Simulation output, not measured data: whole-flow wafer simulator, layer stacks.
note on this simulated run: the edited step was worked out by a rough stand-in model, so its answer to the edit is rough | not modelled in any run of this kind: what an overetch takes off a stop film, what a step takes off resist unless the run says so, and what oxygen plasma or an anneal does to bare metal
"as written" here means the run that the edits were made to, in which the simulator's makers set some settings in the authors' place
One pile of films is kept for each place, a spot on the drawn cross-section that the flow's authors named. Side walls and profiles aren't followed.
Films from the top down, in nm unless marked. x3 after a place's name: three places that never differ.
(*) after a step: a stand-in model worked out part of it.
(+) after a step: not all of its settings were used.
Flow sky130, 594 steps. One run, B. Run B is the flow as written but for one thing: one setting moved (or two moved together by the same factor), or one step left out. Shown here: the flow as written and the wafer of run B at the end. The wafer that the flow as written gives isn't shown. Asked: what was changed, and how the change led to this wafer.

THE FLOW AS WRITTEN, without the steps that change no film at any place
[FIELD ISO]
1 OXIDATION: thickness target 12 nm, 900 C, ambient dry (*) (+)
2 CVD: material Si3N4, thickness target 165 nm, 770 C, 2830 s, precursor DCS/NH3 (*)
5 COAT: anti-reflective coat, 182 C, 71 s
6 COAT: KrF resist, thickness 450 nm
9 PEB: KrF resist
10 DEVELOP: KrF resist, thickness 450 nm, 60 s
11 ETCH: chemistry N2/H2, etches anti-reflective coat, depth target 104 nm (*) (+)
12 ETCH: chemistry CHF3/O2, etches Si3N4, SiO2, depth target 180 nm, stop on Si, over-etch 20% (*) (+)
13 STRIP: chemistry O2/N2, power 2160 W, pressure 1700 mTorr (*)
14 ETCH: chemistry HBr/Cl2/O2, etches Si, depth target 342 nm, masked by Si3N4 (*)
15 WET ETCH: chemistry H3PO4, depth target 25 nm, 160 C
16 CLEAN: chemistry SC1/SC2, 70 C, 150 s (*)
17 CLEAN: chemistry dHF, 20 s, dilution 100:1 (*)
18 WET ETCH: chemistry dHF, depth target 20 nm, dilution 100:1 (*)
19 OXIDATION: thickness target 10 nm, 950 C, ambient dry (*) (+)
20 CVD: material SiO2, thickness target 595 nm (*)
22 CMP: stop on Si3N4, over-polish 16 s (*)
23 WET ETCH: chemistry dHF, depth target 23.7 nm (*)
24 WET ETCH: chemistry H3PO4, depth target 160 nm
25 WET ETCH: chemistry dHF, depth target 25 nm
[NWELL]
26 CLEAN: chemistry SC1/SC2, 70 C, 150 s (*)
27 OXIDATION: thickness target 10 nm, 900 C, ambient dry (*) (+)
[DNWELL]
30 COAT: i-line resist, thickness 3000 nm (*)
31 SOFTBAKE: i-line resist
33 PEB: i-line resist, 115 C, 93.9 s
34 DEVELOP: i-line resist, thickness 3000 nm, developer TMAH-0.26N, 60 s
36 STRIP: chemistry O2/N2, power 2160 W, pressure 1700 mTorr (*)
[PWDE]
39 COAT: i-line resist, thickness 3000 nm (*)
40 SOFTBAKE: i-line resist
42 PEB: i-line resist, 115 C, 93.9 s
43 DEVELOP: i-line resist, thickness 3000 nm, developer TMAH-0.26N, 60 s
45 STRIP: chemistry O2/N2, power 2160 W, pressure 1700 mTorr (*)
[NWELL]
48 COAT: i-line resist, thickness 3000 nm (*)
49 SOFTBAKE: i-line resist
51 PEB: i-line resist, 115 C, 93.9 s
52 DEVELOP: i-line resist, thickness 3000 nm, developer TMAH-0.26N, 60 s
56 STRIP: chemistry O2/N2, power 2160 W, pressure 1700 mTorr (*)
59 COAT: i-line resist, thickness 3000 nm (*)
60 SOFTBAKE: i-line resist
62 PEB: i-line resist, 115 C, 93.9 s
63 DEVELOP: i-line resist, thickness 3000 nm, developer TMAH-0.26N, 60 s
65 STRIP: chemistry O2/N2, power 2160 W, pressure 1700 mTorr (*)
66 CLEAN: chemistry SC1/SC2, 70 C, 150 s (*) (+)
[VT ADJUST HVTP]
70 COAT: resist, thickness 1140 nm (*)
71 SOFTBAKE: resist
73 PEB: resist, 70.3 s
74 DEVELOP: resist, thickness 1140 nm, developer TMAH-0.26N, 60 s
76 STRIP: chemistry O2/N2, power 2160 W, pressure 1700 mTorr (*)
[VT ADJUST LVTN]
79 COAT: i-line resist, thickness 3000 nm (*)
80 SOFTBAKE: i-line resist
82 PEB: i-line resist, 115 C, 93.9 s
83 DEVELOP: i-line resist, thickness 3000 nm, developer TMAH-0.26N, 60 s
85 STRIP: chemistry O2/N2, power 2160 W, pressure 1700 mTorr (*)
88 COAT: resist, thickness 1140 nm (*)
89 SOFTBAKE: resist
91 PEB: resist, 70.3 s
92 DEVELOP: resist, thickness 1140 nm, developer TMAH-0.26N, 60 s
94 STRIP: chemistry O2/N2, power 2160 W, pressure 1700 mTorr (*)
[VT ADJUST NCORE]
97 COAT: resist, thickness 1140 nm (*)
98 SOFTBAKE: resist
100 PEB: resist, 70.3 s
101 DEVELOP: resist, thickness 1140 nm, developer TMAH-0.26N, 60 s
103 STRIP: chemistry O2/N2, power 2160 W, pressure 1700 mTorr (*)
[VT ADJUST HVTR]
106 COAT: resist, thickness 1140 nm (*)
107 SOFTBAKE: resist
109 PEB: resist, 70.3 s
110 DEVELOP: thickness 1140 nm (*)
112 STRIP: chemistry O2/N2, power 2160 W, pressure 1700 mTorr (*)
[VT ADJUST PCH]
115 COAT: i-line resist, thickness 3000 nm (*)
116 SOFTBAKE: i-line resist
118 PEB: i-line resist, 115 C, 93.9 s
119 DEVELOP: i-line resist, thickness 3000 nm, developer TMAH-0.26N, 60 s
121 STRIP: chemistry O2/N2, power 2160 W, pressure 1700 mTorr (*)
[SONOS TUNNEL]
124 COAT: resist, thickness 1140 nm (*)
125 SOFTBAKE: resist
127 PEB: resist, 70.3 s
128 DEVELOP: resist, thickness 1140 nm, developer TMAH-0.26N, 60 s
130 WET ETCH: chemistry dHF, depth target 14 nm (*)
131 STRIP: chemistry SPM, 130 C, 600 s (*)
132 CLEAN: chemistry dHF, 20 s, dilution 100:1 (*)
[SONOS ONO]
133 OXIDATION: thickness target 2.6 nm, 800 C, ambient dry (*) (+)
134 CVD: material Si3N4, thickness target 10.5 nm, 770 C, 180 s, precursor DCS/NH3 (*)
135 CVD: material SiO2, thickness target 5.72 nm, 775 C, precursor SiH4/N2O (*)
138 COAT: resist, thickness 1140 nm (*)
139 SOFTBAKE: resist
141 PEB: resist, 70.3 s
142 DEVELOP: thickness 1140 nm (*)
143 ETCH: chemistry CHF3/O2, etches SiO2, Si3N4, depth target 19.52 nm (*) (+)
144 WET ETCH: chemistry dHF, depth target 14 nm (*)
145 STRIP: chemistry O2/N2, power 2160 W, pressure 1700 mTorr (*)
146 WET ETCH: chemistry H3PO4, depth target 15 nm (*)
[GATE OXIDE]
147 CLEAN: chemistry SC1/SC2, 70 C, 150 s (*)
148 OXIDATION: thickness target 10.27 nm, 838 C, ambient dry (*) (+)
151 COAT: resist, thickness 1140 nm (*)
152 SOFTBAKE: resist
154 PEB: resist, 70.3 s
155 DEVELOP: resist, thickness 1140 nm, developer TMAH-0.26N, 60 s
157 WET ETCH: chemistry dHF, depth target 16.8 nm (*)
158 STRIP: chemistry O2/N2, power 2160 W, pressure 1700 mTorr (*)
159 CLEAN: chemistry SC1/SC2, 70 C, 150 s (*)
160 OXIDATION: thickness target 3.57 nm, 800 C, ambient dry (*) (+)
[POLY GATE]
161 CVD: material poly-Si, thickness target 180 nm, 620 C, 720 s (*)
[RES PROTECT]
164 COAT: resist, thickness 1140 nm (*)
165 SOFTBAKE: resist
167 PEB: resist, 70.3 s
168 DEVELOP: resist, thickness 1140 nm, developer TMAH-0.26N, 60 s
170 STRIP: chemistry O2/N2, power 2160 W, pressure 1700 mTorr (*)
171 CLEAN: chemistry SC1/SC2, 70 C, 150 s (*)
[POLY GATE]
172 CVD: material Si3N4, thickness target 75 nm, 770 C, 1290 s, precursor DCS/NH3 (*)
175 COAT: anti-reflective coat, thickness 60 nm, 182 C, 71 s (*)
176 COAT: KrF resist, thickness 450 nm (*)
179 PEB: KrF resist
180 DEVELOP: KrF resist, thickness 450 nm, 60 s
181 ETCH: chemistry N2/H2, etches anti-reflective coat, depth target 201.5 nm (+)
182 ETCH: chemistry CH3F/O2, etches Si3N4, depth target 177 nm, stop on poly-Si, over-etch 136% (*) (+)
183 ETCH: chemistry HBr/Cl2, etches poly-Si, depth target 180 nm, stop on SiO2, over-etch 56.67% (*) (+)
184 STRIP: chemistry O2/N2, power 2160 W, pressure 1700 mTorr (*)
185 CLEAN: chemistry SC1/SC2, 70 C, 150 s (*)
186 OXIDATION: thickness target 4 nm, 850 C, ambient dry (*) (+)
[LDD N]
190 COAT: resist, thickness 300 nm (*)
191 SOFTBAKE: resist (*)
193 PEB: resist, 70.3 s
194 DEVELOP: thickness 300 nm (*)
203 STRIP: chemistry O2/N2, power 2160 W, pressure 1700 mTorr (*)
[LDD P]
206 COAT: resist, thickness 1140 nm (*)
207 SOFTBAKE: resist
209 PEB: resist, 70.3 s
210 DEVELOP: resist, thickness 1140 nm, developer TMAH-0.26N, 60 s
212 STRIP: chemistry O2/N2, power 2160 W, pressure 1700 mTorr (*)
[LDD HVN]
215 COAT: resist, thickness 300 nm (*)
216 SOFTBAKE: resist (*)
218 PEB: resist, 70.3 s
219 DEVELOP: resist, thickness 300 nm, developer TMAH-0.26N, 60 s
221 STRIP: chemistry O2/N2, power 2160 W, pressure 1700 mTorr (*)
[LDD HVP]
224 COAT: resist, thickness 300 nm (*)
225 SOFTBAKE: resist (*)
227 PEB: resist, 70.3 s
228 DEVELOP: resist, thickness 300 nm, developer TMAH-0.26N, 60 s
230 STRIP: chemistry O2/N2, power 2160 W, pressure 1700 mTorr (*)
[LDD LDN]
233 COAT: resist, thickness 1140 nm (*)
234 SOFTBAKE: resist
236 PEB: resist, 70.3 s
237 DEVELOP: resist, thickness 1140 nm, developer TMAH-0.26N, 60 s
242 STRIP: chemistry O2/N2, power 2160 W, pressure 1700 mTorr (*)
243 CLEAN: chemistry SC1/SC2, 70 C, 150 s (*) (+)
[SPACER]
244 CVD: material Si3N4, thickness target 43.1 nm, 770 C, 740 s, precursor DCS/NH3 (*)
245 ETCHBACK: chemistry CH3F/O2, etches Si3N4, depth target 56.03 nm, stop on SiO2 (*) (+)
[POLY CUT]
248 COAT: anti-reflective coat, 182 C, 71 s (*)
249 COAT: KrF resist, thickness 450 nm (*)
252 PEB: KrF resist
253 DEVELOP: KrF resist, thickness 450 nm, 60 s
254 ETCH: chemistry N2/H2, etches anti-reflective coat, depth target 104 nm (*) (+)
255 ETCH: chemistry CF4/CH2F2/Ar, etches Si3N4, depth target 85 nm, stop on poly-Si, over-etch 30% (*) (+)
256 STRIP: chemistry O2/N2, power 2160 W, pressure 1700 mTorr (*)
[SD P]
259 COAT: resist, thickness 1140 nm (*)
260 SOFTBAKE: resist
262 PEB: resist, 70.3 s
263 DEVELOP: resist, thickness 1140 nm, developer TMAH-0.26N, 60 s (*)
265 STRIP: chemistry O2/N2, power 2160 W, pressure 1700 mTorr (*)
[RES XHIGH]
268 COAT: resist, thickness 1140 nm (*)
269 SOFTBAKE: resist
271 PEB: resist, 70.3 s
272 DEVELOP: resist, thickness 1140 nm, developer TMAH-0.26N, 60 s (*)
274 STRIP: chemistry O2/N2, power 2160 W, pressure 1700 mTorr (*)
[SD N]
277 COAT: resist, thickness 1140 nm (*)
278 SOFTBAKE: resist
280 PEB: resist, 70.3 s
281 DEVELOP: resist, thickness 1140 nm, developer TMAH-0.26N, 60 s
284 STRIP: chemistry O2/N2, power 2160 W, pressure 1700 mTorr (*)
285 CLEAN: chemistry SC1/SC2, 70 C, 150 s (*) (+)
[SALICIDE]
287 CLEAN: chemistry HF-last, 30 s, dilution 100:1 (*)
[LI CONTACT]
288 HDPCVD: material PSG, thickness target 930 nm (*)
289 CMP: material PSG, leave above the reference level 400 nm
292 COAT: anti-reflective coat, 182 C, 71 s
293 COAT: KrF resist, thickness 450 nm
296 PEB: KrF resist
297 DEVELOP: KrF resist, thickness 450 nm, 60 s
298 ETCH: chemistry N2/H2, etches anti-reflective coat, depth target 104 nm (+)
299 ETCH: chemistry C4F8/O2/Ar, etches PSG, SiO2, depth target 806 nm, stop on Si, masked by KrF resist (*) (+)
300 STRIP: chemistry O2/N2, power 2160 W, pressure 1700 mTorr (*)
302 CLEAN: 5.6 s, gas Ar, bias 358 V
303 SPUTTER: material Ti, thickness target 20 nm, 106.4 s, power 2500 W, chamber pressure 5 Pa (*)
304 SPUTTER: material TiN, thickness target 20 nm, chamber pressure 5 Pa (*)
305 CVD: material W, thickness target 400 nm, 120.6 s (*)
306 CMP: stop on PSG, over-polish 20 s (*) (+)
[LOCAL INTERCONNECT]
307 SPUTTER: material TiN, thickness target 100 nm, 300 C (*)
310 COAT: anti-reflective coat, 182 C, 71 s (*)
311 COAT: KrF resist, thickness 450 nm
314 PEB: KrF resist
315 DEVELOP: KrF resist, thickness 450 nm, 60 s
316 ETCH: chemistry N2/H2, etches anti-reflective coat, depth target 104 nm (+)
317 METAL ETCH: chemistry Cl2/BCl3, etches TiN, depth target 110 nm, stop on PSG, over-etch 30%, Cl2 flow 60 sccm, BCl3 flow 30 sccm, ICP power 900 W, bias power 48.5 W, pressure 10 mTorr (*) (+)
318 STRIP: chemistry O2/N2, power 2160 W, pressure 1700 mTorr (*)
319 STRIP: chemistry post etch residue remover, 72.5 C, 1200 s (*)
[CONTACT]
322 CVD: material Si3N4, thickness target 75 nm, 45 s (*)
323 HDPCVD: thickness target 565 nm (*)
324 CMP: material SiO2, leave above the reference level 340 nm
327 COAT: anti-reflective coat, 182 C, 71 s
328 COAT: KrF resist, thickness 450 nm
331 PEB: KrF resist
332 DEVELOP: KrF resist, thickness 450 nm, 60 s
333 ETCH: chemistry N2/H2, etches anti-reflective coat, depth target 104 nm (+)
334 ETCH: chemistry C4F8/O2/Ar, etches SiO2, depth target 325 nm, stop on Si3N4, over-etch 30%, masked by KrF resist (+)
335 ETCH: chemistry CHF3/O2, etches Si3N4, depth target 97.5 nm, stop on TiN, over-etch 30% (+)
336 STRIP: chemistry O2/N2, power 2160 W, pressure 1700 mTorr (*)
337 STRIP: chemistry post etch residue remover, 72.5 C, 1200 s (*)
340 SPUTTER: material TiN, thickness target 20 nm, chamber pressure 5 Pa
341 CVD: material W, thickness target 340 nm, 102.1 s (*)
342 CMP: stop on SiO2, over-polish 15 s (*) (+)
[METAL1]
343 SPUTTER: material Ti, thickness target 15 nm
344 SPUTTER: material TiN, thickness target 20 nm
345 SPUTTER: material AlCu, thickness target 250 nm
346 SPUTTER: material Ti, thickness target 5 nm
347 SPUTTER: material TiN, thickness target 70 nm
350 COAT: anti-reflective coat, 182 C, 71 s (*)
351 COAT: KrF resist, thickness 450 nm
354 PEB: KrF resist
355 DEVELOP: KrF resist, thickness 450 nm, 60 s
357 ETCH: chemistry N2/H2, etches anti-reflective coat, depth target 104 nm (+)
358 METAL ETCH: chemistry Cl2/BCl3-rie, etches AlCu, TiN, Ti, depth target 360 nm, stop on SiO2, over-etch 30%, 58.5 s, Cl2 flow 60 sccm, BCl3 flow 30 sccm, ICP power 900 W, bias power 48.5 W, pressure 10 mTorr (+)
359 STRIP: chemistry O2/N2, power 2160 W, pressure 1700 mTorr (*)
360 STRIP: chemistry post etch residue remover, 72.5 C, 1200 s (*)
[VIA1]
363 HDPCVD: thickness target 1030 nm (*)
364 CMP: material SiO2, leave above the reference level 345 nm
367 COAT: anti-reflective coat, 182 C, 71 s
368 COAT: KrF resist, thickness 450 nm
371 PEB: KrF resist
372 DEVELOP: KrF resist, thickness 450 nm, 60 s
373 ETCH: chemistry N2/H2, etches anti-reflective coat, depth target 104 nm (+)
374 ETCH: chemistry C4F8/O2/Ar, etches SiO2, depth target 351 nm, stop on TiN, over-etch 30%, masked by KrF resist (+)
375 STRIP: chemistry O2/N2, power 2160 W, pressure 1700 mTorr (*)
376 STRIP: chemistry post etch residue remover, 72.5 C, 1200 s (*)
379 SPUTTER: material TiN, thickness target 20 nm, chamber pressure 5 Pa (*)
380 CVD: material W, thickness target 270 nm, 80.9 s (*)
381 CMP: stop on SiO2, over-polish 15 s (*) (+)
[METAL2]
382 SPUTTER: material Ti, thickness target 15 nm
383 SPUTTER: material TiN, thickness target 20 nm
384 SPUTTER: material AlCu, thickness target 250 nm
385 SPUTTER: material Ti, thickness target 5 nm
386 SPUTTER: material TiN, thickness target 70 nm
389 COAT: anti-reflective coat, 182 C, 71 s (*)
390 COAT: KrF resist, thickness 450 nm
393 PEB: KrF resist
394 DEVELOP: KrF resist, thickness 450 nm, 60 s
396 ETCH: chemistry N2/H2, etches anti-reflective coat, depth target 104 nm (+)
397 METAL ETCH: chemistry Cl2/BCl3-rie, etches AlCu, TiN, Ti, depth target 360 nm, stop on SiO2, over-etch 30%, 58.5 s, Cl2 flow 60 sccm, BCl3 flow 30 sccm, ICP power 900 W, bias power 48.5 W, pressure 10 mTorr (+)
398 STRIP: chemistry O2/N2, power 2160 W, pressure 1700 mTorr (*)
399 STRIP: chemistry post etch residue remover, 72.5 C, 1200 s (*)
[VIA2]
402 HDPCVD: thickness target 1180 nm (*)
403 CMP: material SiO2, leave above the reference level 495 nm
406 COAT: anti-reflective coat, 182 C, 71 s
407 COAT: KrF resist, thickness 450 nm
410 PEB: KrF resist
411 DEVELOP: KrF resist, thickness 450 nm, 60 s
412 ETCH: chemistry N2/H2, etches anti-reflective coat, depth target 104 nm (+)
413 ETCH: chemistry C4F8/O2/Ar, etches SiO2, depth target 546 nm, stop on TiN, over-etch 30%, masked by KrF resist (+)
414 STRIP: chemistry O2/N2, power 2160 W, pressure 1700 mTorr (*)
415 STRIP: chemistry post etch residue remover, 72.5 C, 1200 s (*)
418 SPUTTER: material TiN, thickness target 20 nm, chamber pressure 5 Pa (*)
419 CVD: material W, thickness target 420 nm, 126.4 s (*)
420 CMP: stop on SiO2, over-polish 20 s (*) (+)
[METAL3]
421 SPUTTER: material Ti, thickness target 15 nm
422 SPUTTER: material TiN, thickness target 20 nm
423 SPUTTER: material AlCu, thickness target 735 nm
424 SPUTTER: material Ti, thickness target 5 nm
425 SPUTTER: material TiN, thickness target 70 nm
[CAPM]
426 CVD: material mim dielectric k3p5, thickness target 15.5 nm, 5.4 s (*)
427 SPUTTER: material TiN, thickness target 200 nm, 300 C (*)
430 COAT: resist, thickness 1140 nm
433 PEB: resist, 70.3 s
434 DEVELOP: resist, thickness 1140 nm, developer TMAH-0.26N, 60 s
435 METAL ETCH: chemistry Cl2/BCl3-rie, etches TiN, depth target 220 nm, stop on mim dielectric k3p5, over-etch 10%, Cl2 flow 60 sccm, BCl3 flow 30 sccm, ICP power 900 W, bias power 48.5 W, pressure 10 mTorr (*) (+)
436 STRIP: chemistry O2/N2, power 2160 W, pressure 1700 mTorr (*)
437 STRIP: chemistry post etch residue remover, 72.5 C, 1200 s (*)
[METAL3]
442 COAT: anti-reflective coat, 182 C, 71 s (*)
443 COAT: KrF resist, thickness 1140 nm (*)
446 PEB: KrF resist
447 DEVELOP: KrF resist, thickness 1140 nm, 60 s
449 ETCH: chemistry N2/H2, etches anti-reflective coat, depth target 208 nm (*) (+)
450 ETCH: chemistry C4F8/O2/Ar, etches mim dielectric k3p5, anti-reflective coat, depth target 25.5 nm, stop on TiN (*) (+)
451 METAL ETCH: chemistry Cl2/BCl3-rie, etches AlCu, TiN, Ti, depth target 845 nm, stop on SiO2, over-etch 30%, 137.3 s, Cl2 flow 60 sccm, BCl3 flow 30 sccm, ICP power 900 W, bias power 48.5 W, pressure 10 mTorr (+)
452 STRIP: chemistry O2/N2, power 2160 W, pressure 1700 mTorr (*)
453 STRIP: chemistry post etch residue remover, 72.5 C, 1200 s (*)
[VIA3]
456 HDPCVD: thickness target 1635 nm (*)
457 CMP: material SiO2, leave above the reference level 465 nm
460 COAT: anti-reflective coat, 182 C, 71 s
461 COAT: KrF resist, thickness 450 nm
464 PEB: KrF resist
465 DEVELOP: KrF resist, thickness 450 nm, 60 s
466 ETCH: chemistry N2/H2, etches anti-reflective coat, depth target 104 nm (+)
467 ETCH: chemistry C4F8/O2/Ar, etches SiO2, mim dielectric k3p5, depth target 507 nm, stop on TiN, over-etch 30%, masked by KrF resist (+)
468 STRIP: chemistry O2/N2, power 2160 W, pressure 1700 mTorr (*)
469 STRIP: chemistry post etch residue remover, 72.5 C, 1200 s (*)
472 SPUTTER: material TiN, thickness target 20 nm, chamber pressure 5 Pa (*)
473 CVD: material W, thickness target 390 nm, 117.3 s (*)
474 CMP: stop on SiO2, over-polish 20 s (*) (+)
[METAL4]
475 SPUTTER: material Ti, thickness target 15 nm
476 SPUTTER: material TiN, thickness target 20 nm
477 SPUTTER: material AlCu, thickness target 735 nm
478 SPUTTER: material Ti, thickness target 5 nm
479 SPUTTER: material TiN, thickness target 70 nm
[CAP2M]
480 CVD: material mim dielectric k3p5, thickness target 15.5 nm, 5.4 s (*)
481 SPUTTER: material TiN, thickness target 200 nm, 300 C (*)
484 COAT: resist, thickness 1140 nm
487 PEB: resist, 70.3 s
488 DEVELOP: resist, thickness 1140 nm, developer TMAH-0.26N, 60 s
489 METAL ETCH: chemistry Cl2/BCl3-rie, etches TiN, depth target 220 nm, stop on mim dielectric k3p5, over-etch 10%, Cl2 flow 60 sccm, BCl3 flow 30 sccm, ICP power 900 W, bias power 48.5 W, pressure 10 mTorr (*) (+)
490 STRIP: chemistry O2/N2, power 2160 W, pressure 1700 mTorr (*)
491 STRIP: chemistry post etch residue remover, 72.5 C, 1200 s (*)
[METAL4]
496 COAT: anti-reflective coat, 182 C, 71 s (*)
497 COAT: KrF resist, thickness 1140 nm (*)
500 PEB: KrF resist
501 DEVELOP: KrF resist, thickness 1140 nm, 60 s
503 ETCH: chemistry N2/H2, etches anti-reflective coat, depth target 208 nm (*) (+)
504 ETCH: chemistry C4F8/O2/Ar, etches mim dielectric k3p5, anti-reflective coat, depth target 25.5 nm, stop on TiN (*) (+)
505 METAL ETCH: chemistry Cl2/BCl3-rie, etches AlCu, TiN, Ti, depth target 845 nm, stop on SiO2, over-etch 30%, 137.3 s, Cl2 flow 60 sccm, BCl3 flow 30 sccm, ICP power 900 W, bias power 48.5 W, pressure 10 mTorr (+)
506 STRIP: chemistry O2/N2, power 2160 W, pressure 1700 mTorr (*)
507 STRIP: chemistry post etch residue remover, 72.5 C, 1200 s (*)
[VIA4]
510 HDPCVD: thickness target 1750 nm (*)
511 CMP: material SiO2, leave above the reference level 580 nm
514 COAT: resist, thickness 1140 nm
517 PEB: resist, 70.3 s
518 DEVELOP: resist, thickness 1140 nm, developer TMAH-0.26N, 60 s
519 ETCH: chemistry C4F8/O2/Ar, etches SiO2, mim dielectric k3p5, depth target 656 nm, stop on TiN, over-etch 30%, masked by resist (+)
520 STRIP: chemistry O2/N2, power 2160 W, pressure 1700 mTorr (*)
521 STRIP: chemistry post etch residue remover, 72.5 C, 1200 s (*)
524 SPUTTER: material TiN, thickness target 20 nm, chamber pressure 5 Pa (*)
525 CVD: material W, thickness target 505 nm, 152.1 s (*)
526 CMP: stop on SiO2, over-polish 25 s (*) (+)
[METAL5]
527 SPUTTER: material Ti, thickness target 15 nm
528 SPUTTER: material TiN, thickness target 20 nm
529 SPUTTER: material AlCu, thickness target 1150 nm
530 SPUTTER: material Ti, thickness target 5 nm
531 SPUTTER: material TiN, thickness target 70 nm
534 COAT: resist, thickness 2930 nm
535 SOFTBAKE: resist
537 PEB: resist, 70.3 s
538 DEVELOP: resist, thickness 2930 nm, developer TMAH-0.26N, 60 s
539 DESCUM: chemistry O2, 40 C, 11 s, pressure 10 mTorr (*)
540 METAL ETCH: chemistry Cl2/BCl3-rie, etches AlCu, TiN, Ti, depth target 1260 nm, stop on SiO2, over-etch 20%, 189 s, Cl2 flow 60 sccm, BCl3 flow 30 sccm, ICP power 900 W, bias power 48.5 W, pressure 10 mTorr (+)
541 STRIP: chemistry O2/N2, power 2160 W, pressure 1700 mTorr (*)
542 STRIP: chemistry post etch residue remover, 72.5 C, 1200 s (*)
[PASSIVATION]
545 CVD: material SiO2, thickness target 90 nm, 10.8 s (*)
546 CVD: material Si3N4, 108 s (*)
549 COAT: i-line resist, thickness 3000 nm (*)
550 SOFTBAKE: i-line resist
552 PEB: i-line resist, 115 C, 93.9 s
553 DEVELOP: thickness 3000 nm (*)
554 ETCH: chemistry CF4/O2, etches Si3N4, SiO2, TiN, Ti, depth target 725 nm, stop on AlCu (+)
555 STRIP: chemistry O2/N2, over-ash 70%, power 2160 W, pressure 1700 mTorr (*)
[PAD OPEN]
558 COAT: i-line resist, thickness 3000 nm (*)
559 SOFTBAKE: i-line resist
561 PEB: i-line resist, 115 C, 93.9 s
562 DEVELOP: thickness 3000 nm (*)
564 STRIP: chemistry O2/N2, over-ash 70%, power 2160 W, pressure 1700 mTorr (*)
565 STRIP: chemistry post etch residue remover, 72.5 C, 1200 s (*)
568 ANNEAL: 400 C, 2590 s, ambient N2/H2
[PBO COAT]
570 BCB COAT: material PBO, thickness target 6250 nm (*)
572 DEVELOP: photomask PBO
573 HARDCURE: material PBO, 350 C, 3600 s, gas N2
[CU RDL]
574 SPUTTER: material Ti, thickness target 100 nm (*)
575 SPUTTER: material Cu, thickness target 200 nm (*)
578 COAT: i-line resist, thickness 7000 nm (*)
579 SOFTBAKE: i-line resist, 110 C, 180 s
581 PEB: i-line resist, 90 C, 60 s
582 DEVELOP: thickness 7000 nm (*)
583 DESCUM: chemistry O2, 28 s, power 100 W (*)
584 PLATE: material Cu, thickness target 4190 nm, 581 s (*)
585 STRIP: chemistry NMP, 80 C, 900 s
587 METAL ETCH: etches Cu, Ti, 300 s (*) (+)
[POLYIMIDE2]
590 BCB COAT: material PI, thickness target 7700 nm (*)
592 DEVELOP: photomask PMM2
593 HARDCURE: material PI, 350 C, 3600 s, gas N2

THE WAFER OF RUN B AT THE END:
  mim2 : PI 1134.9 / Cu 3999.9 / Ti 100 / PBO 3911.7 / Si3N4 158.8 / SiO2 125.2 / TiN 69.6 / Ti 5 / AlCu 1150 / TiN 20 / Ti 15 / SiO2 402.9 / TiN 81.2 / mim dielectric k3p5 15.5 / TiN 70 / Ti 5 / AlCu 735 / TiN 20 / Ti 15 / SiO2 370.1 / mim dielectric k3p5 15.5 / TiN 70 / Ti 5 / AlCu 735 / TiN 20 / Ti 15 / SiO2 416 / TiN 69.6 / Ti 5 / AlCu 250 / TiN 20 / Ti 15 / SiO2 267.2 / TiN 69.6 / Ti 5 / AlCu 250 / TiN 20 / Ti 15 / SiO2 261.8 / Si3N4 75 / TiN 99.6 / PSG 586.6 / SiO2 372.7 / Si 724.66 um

The cause: step 481, SPUTTER: thickness target 82 nm was run, where the flow has thickness target 200 nm.

How the change led to this, step by step:
  481 SPUTTER: material TiN, thickness target 200 nm, 300 C (*)
      field, active, n_well and 189 more: TiN +82 (new film) (as written it would be: TiN +200 (new film))
  489 METAL ETCH: chemistry Cl2/BCl3-rie, etches TiN, depth target 220 nm, stop on mim dielectric k3p5, over-etch 10%, Cl2 flow 60 sccm, BCl3 flow 30 sccm, ICP power 900 W, bias power 48.5 W, pressure 10 mTorr (*) (+)
      field, active, n_well and 188 more: TiN -82 (all of it) (as written it would be: TiN -200 (all of it))
      mim2: resist -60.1 (as written it would be: resist -146.7)
  490 STRIP: chemistry O2/N2, power 2160 W, pressure 1700 mTorr (*)
      mim2: resist -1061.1 (all of it) (as written it would be: resist -974.6 (all of it))
  496 COAT: anti-reflective coat, 182 C, 71 s (*)
      iso_guard__w2: anti-reflective coat +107 (new film) (as written it would be: anti-reflective coat +177.8 (new film))
      mim2: anti-reflective coat +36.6 (new film) (as written it would be: anti-reflective coat +40.3 (new film))
  497 COAT: KrF resist, thickness 1140 nm (*)
      iso_guard__w2: KrF resist +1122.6 (new film) (as written it would be: KrF resist +1074.8 (new film))
      mim2: KrF resist +1112.6 (new film) (as written it would be: KrF resist +1018.9 (new film))
  506 STRIP: chemistry O2/N2, power 2160 W, pressure 1700 mTorr (*)
      iso_guard__w2: KrF resist -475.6 (all of it), anti-reflective coat -107 (all of it) (as written it would be: KrF resist -427.9 (all of it), anti-reflective coat -177.8 (all of it))
      mim2: KrF resist -465.6 (all of it), anti-reflective coat -36.6 (all of it) (as written it would be: KrF resist -372.1 (all of it), anti-reflective coat -40.3 (all of it))
  511 CMP: material SiO2, leave above the reference level 580 nm
      mim2: SiO2 -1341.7 (as written it would be: SiO2 -1459.7)
